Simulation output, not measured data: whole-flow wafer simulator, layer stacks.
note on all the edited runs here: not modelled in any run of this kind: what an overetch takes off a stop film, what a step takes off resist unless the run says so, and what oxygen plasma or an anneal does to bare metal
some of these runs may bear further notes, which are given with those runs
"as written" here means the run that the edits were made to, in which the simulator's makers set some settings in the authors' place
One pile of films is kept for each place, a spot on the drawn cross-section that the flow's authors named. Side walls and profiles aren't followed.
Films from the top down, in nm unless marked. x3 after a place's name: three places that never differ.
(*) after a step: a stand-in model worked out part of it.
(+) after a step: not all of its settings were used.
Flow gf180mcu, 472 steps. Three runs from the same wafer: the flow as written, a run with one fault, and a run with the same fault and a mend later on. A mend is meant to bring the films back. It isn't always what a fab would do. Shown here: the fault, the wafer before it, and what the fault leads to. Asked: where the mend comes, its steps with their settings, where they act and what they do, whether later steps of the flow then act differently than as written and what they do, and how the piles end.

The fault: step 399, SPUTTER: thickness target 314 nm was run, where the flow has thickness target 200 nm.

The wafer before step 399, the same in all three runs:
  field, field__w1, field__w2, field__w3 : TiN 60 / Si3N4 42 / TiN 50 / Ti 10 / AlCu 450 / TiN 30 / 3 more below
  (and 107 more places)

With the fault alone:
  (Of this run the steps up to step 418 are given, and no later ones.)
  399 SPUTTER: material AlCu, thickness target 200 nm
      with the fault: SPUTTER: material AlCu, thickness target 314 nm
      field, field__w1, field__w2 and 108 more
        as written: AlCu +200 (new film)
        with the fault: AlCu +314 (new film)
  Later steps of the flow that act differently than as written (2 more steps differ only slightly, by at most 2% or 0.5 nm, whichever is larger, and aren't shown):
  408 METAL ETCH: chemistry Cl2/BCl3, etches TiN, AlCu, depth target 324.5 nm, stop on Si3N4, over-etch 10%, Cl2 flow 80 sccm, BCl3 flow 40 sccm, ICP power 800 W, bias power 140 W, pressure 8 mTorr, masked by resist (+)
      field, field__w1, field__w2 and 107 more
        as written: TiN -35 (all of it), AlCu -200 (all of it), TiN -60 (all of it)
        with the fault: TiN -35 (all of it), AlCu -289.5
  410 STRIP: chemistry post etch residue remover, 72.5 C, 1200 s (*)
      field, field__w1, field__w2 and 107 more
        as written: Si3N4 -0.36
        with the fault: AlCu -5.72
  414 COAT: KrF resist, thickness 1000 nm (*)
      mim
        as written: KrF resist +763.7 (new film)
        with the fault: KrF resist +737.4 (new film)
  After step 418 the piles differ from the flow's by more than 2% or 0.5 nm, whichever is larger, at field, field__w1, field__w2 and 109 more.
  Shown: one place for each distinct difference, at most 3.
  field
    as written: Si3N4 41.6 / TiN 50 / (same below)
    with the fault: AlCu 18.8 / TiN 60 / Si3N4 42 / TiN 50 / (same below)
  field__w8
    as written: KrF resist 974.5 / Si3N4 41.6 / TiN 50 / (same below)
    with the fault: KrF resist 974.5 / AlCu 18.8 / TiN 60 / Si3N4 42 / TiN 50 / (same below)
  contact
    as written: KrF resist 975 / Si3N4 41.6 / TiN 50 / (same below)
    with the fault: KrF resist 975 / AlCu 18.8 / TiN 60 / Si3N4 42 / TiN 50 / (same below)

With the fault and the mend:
  The mend comes after step 399.
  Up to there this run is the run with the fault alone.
  399a METAL ETCH: chemistry Cl2/BCl3, etches TiN, AlCu, Ti, depth target 114 nm, Cl2 flow 80 sccm, BCl3 flow 40 sccm, ICP power 800 W, bias power 140 W, pressure 8 mTorr (the flow's step 260 once more, with other settings)
      field, field__w1, field__w2 and 108 more
        AlCu -114
  No later step of the flow acts differently than as written at any place that is followed.
  At the end the piles are the same as the flow's at every place that both follow.
